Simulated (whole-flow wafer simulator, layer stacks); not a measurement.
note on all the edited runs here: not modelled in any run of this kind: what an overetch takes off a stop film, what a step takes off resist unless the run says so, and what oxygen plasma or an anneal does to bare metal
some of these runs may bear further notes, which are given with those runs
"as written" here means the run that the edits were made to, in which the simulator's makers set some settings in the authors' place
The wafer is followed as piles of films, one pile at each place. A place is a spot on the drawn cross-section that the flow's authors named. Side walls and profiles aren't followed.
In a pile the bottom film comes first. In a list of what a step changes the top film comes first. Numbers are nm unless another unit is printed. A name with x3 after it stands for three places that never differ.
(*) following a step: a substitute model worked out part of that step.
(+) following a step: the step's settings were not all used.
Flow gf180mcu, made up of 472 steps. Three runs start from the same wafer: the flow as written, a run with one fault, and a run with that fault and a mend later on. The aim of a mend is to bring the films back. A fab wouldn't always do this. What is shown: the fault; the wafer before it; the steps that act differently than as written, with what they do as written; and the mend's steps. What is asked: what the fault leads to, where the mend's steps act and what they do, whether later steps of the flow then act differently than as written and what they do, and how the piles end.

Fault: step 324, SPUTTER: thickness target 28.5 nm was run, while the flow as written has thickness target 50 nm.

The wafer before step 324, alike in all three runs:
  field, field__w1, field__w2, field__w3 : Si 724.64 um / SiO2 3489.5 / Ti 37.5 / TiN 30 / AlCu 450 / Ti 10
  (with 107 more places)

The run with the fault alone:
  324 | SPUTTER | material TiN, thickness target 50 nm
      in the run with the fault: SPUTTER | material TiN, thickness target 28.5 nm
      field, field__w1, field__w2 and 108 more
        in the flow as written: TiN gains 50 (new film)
        in the run with the fault: TiN gains 28.5 (new film)
  Later steps of the flow acting differently than as written (not shown: 2 more steps that differ only slightly, by at most 2% or 0.5 nm, whichever is larger):
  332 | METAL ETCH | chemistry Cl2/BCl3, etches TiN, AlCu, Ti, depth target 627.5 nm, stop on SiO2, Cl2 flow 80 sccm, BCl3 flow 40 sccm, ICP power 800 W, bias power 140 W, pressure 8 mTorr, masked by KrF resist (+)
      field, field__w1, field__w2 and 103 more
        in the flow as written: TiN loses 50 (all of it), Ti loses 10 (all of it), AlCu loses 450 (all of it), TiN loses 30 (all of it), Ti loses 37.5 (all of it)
        in the run with the fault: TiN loses 28.5 (all of it), Ti loses 10 (all of it), AlCu loses 450 (all of it), TiN loses 30 (all of it), Ti loses 37.5 (all of it)
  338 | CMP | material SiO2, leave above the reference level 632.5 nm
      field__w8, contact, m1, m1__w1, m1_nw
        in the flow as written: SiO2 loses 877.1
        in the run with the fault: SiO2 loses 855.6
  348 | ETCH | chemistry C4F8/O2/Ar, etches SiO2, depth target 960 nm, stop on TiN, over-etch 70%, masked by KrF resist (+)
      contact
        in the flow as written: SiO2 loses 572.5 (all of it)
        in the run with the fault: SiO2 loses 594 (all of it)
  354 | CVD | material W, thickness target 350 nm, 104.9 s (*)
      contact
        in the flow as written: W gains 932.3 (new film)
        in the run with the fault: W gains 954 (new film)
  The piles end different from the flow's at field__w8, contact, m1, m1__w1, m1_nw by more than 2% or 0.5 nm, whichever is larger.
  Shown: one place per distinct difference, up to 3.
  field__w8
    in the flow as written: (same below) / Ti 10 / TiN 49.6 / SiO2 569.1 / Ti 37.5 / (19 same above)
    in the run with the fault: (same below) / Ti 10 / TiN 28.1 / SiO2 590.6 / Ti 37.5 / (19 same above)
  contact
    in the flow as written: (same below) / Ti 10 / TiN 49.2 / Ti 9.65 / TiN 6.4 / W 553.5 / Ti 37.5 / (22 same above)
    in the run with the fault: (same below) / Ti 10 / TiN 27.7 / Ti 9.53 / TiN 6.32 / W 575.2 / Ti 37.5 / (22 same above)

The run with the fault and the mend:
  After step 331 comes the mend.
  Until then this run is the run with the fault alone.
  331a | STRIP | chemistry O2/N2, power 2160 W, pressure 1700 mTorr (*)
      field__w8, contact, m1, m1__w1, m1_nw
        KrF resist loses 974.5 (all of it)
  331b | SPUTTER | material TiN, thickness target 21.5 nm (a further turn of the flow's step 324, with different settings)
      field, field__w1, field__w2 and 108 more
        TiN gains 21.5
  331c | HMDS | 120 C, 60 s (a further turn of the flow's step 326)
      leaves every film unchanged at each place that is followed
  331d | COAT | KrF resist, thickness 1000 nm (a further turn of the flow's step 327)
      field, field__w1, field__w2 and 108 more
        KrF resist gains 1000 (new film)
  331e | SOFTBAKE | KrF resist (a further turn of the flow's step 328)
      leaves every film unchanged at each place that is followed
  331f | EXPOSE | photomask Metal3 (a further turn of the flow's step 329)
      leaves every film unchanged at each place that is followed
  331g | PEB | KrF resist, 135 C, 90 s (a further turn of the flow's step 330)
      field, field__w1, field__w2 and 108 more
        KrF resist loses 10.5
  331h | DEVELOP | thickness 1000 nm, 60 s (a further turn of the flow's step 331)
      field, field__w1, field__w2 and 103 more
        KrF resist loses 989.5 (all of it)
      field__w8, contact, m1, m1__w1, m1_nw
        KrF resist loses 14.9
  Later steps of the flow that are run all act as written at every place that is followed.
  The piles end the same as the flow's at every place that both follow.
